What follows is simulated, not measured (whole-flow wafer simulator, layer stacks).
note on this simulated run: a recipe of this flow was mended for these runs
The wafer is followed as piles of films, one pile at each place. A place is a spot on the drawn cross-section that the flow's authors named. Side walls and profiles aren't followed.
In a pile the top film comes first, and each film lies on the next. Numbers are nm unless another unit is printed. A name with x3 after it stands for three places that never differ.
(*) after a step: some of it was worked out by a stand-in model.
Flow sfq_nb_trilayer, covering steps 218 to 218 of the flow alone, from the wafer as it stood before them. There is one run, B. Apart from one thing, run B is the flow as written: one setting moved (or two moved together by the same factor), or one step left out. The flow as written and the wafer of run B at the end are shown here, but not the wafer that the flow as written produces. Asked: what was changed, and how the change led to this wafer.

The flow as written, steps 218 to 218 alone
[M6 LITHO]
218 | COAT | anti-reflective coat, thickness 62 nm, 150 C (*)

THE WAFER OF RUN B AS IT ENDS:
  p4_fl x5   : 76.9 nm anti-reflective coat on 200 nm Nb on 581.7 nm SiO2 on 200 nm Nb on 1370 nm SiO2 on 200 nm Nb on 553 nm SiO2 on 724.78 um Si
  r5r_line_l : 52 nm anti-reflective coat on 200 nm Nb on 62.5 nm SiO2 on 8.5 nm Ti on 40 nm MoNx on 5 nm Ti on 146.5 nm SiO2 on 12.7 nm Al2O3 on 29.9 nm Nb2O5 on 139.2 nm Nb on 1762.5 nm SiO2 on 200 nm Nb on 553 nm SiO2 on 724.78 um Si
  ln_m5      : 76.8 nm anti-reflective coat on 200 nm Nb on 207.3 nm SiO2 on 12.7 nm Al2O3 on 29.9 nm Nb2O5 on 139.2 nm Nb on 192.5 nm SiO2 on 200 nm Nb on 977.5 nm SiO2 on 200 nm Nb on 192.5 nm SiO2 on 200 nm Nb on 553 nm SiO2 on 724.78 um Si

What caused this: step 218, COAT: thickness 76.9 nm was run, while the flow as written has thickness 62 nm.
One can read it off the wafer: p4_fl x5 has anti-reflective coat 76.9, and step 218 as written asks for 62 nm.

Step by step, how the change led to this:
  218 | COAT | anti-reflective coat, thickness 62 nm, 150 C (*)
      p4_fl x5, p4_w1 x9, p3_s0 x9 and 41 more: +76.9 anti-reflective coat (new film) (in the flow as written it would be: +62 anti-reflective coat (new film))
      r5r_line_l, r5r_line_c, r5r_line_r: +52 anti-reflective coat (new film) (in the flow as written it would be: +37.1 anti-reflective coat (new film))
      (as well as at 39 more places)
